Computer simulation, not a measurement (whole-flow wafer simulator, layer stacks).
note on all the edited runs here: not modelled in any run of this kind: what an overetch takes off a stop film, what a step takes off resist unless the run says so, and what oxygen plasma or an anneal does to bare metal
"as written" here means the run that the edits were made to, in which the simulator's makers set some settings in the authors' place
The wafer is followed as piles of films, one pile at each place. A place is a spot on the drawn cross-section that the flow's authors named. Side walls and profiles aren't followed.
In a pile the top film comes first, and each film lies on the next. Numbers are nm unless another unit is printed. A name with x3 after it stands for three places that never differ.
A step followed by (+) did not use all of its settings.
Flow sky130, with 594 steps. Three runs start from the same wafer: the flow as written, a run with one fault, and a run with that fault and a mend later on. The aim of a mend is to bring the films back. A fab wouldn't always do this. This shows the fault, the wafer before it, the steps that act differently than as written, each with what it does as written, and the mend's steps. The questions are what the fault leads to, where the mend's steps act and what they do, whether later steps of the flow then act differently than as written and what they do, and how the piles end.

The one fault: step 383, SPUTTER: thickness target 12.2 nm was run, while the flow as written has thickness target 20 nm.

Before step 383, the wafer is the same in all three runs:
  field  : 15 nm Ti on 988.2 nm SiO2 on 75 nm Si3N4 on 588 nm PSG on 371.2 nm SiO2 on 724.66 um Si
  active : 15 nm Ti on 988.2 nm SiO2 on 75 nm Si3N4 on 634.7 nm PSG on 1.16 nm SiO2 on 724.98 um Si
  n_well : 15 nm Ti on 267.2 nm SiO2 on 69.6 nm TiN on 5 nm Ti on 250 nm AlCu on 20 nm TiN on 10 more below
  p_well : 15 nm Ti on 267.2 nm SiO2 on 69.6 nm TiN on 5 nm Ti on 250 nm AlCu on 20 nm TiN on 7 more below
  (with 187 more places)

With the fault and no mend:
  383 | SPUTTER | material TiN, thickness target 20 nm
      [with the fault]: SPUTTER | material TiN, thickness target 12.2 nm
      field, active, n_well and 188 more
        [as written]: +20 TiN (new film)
        [with the fault]: +12.2 TiN (new film)
  Later steps of the flow acting differently than as written (not shown: 15 more steps that differ only slightly, by at most 2% or 0.5 nm, whichever is larger):
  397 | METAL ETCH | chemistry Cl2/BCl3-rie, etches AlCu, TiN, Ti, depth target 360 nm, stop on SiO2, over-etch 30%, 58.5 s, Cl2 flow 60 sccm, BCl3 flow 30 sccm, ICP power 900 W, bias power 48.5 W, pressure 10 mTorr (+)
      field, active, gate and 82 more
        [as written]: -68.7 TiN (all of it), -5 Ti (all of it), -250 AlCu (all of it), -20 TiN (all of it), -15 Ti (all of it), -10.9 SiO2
        [with the fault]: -68.7 TiN (all of it), -5 Ti (all of it), -250 AlCu (all of it), -12.2 TiN (all of it), -15 Ti (all of it), -11.7 SiO2
  At n_well, p_well, gate_hv and 103 more, the piles at the end differ from the flow's by more than 2% or 0.5 nm, whichever is larger.
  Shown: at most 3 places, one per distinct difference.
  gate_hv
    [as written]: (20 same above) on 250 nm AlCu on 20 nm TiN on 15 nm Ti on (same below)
    [with the fault]: (20 same above) on 250 nm AlCu on 12.2 nm TiN on 15 nm Ti on (same below)
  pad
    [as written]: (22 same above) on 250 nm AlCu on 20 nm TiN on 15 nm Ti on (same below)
    [with the fault]: (22 same above) on 250 nm AlCu on 12.2 nm TiN on 15 nm Ti on (same below)
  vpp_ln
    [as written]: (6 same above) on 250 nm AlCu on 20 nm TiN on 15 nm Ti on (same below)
    [with the fault]: (6 same above) on 250 nm AlCu on 12.2 nm TiN on 15 nm Ti on (same below)

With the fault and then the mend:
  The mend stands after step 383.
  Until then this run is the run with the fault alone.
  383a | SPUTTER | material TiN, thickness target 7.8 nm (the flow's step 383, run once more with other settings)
      field, active, n_well and 188 more
        +7.8 TiN
  Later steps of the flow that are run all act as written at every place that is followed.
  At every place that both follow, the piles at the end match the flow's.
